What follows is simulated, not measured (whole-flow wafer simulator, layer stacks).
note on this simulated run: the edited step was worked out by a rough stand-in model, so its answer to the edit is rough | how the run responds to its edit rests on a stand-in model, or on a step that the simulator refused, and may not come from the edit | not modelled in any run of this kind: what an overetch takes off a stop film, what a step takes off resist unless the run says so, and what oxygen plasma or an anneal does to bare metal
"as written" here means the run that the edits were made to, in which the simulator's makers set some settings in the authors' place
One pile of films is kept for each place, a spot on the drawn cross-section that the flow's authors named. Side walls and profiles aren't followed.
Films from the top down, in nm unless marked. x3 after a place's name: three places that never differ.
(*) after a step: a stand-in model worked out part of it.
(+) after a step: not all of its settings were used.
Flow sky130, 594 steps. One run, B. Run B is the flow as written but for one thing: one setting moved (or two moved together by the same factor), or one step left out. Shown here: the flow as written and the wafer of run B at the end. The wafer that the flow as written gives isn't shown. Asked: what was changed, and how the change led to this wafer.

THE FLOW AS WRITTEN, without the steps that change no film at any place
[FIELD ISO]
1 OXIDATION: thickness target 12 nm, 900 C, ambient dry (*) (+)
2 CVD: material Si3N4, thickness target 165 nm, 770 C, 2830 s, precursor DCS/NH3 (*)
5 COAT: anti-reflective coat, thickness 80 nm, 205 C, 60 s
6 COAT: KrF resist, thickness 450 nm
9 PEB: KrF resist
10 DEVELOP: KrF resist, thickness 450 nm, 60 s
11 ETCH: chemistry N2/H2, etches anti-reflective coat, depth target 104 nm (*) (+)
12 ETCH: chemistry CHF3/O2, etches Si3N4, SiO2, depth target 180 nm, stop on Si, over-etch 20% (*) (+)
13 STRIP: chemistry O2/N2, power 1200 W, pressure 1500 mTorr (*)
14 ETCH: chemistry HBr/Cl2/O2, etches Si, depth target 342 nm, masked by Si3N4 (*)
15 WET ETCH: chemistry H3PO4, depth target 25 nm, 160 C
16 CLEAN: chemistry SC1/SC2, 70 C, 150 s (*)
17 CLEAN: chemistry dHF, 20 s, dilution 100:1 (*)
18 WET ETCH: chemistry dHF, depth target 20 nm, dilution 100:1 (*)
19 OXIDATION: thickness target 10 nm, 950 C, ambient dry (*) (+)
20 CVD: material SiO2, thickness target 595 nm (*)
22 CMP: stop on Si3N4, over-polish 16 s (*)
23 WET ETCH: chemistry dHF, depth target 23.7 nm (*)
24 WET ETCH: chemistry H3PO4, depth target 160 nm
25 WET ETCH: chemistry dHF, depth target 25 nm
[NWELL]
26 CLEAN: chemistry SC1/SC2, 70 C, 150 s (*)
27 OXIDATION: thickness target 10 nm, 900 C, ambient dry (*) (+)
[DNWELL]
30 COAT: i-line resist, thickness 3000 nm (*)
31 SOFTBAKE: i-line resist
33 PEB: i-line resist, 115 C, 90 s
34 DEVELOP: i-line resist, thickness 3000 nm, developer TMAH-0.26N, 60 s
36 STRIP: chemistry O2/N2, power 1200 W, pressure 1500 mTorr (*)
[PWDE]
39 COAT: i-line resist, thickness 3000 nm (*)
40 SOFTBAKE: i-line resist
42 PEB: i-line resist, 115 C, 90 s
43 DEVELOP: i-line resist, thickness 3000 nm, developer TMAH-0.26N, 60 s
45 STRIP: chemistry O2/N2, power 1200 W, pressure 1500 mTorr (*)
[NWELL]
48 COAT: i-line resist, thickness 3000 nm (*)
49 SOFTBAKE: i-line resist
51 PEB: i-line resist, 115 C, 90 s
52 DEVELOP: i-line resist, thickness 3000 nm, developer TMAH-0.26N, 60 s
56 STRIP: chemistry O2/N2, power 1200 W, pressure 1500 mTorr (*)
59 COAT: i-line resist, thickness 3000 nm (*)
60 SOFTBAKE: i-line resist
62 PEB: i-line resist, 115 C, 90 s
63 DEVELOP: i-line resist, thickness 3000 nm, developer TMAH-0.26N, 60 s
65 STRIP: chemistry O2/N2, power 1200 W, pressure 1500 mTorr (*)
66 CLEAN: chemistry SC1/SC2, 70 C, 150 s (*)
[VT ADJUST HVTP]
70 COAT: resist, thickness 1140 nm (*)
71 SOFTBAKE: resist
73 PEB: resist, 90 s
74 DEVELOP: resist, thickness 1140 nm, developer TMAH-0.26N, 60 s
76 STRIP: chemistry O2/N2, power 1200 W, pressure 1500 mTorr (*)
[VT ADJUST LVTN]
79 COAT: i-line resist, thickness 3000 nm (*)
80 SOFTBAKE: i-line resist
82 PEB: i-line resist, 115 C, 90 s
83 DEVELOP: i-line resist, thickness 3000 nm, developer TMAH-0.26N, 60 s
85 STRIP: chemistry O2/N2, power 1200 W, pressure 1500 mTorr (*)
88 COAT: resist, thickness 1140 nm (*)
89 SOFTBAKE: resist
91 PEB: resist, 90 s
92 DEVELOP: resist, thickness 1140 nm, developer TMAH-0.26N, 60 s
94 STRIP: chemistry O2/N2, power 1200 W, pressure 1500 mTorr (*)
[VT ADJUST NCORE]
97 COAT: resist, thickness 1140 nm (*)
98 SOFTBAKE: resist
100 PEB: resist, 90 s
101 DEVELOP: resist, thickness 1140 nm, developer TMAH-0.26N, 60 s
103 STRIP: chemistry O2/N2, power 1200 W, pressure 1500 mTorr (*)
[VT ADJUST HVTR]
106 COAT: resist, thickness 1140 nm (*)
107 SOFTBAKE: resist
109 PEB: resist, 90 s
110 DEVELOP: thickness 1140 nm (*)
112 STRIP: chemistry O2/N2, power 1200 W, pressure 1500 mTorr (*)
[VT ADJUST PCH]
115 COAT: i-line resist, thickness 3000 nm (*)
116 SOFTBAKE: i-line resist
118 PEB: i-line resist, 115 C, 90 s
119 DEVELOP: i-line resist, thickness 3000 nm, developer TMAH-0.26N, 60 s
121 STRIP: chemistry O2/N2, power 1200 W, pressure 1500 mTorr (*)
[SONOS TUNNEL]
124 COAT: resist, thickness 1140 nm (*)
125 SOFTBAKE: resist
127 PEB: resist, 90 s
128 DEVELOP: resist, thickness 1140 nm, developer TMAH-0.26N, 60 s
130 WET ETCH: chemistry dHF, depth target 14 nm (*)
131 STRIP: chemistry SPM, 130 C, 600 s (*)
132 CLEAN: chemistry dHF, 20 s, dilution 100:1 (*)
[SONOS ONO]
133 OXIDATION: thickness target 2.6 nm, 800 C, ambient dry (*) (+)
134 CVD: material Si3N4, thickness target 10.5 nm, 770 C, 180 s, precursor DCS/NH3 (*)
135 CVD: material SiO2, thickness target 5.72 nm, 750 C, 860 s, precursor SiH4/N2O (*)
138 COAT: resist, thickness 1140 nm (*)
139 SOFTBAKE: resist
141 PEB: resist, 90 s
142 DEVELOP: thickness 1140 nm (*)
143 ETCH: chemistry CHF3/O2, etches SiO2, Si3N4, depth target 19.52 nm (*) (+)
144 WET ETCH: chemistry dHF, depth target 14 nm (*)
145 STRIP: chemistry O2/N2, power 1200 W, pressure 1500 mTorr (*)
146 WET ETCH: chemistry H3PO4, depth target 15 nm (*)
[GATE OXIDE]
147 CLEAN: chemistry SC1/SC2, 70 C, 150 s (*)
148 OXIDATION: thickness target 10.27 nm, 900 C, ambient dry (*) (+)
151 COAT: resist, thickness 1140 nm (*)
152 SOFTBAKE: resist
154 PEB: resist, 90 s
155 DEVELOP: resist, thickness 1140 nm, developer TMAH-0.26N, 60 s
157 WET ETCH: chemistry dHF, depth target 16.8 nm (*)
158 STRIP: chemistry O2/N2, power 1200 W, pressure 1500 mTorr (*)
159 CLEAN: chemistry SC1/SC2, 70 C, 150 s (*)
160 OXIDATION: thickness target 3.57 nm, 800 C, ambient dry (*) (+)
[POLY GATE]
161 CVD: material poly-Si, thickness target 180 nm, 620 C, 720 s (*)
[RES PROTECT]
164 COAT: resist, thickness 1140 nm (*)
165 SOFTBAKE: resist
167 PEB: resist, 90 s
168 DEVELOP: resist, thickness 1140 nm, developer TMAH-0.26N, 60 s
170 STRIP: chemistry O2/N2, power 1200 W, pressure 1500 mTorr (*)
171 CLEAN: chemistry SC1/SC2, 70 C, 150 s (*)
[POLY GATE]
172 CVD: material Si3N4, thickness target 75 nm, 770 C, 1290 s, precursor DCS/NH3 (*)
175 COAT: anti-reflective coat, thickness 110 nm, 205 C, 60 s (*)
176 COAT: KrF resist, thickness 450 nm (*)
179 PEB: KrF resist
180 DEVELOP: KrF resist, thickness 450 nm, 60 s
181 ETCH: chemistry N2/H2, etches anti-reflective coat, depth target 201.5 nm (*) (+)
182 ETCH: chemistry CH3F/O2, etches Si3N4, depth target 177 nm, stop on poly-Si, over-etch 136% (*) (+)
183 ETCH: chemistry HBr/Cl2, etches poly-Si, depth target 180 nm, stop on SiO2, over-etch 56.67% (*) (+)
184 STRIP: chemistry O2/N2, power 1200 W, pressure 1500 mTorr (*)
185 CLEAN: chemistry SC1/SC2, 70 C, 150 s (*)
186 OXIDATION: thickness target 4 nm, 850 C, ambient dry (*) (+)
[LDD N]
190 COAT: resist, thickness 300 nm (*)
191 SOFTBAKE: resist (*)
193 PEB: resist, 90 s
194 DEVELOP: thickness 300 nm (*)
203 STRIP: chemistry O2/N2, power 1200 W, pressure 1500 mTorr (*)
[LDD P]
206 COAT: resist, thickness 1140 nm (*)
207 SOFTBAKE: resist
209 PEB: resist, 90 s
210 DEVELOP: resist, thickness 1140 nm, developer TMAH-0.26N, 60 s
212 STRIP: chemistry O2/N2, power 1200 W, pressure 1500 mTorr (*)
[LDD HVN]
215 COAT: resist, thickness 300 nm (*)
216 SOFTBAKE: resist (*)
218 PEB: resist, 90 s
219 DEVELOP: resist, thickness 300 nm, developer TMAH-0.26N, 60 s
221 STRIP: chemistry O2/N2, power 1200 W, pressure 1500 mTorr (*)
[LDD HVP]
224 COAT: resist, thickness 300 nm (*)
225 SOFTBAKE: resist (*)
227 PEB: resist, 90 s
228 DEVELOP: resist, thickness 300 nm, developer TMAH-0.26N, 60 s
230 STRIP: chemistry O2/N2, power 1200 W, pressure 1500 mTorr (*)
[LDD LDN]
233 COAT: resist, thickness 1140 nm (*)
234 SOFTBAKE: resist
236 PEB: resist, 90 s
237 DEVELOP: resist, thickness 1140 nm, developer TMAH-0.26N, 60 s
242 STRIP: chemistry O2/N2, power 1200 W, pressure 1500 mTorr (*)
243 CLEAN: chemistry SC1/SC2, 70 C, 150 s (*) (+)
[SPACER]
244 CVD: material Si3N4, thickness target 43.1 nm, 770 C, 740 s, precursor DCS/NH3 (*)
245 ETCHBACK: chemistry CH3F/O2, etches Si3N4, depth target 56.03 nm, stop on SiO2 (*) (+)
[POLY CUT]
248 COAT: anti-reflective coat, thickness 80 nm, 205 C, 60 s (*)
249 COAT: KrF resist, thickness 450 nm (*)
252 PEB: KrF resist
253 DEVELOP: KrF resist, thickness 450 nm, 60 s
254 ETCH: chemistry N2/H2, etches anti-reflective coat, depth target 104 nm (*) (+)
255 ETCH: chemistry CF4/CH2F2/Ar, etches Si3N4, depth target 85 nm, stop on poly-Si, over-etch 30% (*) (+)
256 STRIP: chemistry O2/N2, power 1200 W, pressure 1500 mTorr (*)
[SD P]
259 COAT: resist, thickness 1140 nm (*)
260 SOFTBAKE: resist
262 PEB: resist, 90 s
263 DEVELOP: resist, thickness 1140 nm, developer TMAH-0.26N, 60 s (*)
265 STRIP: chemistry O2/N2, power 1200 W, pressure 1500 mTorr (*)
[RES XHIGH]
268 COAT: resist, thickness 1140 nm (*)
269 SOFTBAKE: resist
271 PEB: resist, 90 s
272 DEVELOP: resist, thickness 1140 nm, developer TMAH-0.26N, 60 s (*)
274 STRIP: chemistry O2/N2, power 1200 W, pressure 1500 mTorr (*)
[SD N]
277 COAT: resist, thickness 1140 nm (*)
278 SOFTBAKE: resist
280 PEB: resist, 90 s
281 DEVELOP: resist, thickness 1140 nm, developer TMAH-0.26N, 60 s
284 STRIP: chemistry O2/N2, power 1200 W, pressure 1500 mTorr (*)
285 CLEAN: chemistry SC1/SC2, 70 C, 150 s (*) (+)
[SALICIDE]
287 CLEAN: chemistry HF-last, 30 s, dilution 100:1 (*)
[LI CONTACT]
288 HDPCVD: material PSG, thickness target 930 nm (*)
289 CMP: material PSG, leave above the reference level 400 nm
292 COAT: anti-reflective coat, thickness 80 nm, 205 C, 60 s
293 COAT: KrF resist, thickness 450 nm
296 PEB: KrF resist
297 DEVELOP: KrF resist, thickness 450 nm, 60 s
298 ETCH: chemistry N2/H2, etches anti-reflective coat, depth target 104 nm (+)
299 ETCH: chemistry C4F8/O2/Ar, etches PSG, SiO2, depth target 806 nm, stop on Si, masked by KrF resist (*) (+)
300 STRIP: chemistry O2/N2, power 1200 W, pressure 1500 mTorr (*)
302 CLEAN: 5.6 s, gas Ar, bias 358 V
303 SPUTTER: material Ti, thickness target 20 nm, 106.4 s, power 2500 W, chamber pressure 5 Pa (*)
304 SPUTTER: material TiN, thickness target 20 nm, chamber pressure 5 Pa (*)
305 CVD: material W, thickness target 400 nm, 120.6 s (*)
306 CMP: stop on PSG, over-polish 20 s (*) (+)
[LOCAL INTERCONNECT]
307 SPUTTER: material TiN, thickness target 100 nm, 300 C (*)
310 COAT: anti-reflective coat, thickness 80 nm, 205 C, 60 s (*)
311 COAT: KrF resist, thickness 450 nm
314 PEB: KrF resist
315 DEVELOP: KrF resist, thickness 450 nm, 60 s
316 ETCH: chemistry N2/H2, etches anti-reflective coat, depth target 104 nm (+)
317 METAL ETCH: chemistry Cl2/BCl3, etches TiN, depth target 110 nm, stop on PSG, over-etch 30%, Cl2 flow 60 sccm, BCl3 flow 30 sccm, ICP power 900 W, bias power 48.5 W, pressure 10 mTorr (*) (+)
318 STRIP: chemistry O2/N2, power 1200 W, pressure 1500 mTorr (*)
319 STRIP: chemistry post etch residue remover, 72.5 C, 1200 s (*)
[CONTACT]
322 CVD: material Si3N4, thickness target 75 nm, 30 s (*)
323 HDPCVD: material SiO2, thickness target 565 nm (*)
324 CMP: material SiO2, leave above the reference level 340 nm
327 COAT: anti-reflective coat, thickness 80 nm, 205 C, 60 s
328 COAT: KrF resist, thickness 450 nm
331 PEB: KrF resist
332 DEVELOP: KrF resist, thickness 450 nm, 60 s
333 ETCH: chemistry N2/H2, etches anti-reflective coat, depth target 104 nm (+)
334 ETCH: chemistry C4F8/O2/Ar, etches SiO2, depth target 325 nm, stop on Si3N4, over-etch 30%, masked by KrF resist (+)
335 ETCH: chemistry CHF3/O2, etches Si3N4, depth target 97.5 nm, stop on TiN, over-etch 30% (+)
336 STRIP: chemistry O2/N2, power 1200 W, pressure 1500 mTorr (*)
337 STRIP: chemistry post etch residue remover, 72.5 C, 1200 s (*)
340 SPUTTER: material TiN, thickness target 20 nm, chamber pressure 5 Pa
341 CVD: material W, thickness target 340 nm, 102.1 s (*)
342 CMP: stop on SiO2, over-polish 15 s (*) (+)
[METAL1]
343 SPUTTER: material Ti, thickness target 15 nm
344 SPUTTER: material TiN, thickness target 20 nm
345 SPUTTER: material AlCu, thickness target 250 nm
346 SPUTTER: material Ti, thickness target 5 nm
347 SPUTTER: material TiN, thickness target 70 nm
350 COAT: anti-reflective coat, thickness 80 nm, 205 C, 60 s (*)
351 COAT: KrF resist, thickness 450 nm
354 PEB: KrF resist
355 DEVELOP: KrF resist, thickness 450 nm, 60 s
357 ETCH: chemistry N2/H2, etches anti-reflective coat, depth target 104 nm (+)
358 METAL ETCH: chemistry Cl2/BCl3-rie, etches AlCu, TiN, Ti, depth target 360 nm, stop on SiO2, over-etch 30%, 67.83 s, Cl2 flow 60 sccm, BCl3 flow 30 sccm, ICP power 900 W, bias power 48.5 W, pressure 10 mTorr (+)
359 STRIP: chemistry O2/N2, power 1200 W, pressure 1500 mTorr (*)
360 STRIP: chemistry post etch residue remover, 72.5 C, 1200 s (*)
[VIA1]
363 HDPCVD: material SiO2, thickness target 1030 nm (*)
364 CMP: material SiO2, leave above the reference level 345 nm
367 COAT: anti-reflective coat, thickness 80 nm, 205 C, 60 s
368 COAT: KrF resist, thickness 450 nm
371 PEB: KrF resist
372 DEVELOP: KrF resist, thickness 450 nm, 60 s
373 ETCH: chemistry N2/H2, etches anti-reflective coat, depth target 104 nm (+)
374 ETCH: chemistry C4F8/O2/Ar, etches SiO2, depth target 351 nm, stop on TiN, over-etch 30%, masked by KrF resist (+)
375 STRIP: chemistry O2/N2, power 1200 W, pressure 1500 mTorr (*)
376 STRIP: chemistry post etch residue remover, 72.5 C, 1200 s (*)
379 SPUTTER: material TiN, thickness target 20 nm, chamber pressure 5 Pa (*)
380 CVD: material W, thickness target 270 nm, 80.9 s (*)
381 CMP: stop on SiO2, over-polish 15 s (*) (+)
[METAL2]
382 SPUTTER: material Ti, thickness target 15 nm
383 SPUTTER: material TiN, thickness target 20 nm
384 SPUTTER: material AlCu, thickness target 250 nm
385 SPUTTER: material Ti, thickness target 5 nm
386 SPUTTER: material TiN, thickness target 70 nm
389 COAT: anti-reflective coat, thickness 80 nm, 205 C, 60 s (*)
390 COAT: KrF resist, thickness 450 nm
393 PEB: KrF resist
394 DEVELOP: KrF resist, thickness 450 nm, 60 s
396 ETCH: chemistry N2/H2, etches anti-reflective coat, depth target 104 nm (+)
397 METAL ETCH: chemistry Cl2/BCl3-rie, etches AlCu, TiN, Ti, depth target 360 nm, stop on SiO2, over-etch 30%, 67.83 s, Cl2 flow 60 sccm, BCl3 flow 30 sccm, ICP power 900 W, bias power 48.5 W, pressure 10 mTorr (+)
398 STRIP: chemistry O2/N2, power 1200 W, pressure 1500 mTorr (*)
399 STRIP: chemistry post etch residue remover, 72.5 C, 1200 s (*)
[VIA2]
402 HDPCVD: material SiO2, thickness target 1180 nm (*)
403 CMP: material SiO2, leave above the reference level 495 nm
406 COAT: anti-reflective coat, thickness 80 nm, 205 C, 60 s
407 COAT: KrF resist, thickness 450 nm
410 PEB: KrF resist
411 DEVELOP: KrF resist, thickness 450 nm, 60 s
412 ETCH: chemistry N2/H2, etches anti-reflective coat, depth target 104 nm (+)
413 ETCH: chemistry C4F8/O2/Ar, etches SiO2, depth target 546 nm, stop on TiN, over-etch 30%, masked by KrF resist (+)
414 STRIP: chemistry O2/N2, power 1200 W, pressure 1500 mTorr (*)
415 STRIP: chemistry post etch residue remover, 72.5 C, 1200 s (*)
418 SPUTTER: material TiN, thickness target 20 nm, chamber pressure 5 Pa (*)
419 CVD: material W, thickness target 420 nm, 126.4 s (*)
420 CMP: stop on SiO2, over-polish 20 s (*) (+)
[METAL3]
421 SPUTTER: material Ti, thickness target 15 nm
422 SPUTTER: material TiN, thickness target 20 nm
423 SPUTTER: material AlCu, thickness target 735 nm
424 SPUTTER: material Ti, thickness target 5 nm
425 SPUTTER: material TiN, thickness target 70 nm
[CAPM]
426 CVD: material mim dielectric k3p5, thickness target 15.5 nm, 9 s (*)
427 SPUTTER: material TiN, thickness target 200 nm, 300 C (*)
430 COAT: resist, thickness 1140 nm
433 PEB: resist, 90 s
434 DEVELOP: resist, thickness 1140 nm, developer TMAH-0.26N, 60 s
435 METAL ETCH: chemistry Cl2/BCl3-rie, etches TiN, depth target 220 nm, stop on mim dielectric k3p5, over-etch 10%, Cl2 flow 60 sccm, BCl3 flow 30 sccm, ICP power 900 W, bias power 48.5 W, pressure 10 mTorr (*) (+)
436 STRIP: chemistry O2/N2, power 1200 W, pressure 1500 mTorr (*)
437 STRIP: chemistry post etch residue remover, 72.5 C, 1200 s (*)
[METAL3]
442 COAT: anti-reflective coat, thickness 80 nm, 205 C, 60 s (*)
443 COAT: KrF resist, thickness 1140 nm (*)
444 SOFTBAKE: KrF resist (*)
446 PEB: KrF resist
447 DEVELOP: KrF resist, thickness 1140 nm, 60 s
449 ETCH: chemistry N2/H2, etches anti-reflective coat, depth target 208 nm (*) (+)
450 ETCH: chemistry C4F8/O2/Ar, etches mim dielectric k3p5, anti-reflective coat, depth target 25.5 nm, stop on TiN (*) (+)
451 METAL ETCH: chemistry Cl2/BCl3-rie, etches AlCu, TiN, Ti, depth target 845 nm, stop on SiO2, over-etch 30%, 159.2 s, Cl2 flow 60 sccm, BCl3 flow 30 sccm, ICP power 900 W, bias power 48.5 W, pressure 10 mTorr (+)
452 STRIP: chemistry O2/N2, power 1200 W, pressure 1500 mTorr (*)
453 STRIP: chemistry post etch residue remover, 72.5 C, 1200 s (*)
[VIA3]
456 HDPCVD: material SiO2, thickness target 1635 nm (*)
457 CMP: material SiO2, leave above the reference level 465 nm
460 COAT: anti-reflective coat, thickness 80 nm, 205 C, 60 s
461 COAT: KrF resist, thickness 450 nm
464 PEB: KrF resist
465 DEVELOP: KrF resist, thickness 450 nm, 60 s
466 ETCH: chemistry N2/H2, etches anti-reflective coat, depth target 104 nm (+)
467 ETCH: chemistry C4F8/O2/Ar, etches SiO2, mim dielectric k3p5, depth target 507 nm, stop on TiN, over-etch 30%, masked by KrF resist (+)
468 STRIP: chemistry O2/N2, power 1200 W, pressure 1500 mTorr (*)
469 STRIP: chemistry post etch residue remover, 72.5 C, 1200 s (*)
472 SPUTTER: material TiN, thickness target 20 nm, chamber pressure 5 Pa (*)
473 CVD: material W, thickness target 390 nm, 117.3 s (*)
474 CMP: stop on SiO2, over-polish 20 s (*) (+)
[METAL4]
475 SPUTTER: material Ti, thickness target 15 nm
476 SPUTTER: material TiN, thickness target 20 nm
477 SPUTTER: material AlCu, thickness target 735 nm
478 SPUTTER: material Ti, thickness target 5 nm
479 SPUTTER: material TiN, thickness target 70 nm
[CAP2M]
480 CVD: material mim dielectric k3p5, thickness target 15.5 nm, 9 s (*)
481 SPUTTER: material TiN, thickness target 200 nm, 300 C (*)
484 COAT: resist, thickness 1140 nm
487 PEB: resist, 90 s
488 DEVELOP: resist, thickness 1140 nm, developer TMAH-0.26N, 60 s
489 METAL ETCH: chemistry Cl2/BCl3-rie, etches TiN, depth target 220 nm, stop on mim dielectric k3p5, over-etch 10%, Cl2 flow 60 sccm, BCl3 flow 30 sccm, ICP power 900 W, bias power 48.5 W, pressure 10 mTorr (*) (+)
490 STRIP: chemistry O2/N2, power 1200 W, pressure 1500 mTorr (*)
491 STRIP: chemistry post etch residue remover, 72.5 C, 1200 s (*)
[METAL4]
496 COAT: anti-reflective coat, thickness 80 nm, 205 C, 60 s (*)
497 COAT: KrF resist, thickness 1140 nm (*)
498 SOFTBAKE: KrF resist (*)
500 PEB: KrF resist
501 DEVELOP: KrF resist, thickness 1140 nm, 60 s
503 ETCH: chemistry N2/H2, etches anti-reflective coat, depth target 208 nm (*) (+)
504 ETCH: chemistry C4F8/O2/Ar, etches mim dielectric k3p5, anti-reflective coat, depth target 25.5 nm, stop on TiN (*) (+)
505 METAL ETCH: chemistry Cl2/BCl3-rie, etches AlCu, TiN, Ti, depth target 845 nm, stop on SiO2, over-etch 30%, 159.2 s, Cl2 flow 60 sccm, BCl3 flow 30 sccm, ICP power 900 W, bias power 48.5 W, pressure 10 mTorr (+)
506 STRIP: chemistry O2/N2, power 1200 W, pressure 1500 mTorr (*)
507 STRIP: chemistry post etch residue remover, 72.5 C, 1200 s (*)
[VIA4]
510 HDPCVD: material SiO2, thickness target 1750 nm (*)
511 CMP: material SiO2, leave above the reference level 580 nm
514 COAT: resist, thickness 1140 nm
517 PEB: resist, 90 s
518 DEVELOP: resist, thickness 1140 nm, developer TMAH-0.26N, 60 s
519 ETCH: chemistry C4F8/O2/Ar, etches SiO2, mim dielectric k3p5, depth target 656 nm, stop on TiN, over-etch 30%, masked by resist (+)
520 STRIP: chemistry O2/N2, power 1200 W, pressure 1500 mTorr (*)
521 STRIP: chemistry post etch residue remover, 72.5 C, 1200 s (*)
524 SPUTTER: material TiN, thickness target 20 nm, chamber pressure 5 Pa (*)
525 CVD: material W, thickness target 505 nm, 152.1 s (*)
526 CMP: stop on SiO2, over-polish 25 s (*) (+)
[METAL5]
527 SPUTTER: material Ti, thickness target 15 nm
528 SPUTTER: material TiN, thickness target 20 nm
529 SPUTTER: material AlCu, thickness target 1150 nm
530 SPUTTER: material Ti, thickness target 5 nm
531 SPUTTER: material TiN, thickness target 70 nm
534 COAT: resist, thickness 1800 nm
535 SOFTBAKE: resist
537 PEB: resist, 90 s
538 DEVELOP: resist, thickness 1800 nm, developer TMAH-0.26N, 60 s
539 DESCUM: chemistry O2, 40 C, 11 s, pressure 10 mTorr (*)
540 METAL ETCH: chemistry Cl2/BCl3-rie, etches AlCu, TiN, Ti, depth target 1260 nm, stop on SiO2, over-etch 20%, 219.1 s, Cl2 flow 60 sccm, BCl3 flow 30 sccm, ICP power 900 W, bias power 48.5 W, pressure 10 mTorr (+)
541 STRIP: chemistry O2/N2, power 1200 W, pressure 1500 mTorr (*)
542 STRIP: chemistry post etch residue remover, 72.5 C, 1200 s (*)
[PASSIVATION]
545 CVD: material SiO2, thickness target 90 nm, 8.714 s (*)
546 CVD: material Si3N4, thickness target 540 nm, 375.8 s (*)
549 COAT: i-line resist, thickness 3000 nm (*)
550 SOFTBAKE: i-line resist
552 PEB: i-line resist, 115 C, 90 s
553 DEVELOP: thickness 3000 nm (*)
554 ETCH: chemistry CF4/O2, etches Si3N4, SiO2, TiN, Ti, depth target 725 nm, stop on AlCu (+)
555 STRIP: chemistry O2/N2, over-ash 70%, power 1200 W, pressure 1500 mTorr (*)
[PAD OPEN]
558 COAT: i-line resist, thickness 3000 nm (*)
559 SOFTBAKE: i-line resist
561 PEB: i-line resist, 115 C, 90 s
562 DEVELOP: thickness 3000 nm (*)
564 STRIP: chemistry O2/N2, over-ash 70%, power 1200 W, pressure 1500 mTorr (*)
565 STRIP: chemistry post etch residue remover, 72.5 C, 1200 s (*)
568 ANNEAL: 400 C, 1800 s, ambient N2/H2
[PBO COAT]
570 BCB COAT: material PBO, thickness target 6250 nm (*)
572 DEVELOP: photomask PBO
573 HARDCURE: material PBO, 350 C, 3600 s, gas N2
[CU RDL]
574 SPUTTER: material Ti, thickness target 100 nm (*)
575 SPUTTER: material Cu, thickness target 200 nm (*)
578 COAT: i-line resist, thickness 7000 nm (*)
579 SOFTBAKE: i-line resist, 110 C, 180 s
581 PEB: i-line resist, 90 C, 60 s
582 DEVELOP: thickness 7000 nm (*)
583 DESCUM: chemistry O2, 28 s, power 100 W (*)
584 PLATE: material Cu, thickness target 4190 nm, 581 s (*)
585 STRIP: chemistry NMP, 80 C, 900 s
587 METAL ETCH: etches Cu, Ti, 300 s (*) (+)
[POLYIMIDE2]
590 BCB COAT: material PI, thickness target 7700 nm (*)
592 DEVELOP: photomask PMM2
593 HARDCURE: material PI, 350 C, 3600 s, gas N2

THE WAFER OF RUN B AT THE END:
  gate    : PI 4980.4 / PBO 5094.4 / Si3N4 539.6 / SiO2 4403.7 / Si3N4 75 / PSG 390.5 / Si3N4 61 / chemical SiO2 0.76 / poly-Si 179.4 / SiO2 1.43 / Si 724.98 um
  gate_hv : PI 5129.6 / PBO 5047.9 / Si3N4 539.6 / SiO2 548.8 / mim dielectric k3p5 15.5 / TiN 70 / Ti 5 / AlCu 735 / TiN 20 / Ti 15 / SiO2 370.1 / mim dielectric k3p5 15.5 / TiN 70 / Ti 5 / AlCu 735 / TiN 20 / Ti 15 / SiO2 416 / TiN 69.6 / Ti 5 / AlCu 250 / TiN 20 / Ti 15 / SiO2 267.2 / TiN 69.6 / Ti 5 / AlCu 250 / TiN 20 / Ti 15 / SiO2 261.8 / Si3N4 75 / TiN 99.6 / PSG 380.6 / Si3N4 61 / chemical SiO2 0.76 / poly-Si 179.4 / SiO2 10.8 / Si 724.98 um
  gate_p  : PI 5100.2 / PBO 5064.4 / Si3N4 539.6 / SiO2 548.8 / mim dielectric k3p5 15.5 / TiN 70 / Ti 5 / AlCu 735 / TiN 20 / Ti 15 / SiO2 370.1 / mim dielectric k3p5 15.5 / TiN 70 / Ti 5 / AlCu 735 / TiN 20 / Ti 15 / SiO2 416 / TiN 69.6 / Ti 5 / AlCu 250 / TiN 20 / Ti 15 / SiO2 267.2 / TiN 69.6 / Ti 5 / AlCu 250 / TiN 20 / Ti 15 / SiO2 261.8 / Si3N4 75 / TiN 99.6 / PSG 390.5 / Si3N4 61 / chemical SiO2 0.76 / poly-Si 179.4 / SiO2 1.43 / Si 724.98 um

The cause: step 160, OXIDATION: thickness target 1.43 nm was run, where the flow has thickness target 3.57 nm.
It can be read off the wafer: gate has SiO2 1.43, and step 160 as written asks for 3.57 nm.

How the change led to this, step by step:
  160 OXIDATION: thickness target 3.57 nm, 800 C, ambient dry (*) (+)
      active, n_well, p_well and 58 more: SiO2 +1.43 (new film), chemical SiO2 -0.76 (all of it), Si -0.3 (as written it would be: SiO2 +3.57 (new film), chemical SiO2 -0.76 (all of it), Si -1.24)
  175 COAT: anti-reflective coat, thickness 110 nm, 205 C, 60 s (*)
      rpm_encl, rpm_encl_psd: anti-reflective coat +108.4 (new film) (as written it would be: anti-reflective coat +104.4 (new film))
  181 ETCH: chemistry N2/H2, etches anti-reflective coat, depth target 201.5 nm (*) (+)
      rpm_encl, rpm_encl_psd: anti-reflective coat -108.4 (all of it), Si3N4 -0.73 (as written it would be: anti-reflective coat -104.4 (all of it), Si3N4 -0.79)
  186 OXIDATION: thickness target 4 nm, 850 C, ambient dry (*) (+)
      active, p_well, spacer and 26 more: SiO2 +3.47, Si -1.53 (as written it would be: SiO2 +1.55, Si -0.68)
      ndiff_dn: SiO2 +3.24, Si -1.42 (as written it would be: SiO2 +1.52, Si -0.67)
  306 CMP: stop on PSG, over-polish 20 s (*) (+)
      poly_licon: W -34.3 (as written it would be: W -33.1)
